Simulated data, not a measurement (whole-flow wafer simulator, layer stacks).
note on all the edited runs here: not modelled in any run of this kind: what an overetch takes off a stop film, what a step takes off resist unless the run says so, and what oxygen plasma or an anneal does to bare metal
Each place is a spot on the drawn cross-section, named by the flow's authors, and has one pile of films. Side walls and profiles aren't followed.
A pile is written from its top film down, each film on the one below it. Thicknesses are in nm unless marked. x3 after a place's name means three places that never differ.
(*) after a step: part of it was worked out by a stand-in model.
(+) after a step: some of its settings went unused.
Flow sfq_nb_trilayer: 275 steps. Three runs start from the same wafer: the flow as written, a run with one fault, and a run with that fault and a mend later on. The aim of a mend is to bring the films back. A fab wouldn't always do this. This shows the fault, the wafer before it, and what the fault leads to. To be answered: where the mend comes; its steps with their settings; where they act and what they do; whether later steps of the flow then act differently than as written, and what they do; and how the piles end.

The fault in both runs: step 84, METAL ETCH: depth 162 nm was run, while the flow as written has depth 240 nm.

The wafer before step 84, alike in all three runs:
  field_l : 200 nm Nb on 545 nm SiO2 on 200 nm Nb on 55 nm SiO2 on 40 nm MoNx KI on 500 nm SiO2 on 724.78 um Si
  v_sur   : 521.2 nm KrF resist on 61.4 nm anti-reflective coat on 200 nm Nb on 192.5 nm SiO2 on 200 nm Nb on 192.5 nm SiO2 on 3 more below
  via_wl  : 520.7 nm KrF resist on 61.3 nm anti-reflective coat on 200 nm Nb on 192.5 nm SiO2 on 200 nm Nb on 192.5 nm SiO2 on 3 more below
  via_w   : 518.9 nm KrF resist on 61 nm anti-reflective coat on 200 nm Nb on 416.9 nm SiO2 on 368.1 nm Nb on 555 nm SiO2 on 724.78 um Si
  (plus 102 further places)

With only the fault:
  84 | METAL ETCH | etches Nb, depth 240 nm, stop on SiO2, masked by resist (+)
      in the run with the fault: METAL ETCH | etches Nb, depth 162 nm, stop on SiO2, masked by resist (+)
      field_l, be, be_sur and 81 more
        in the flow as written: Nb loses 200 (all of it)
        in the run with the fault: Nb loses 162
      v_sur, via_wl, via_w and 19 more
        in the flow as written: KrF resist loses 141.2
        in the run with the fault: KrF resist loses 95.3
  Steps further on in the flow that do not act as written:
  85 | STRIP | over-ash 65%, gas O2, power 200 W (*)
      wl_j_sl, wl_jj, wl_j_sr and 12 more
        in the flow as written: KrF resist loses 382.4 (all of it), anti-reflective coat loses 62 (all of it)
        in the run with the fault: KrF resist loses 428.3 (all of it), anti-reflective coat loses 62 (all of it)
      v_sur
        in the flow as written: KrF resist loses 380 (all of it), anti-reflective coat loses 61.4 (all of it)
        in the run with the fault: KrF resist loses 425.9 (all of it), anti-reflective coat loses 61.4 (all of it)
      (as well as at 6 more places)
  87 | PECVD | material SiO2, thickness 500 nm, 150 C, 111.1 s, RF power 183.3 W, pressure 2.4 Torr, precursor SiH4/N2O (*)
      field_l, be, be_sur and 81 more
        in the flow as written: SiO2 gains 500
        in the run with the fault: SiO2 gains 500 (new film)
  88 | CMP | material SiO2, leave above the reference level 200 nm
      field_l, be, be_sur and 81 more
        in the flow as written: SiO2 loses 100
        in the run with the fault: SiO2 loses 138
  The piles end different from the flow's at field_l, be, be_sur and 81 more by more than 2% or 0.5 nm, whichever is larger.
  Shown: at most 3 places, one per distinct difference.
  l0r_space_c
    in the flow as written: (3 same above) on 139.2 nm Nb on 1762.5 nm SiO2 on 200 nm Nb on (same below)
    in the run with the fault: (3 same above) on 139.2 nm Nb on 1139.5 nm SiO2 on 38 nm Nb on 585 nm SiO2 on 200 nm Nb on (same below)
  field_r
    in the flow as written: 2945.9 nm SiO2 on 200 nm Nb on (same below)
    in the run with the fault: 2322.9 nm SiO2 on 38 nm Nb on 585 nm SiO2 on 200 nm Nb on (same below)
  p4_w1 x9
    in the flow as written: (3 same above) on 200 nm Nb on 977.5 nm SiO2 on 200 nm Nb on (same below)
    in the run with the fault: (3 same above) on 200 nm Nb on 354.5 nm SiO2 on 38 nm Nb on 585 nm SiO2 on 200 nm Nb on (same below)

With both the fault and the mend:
  The mend follows step 84.
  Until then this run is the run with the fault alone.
  84a | METAL ETCH | etches Nb, depth 78 nm, stop on SiO2, masked by resist (+) (the flow's step 84 again, with other settings)
      field_l, be, be_sur and 81 more
        Nb loses 38 (all of it)
      v_sur, via_wl, via_w and 19 more
        KrF resist loses 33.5
  Steps further on in the flow that do not act as written:
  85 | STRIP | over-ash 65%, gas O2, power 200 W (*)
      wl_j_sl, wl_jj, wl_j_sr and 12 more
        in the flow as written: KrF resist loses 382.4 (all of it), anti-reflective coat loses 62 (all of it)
        in the run with the mend: KrF resist loses 394.7 (all of it), anti-reflective coat loses 62 (all of it)
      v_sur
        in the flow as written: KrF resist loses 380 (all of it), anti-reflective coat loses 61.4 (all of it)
        in the run with the mend: KrF resist loses 392.4 (all of it), anti-reflective coat loses 61.4 (all of it)
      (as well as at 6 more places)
  At every place that both follow, the piles at the end match the flow's.
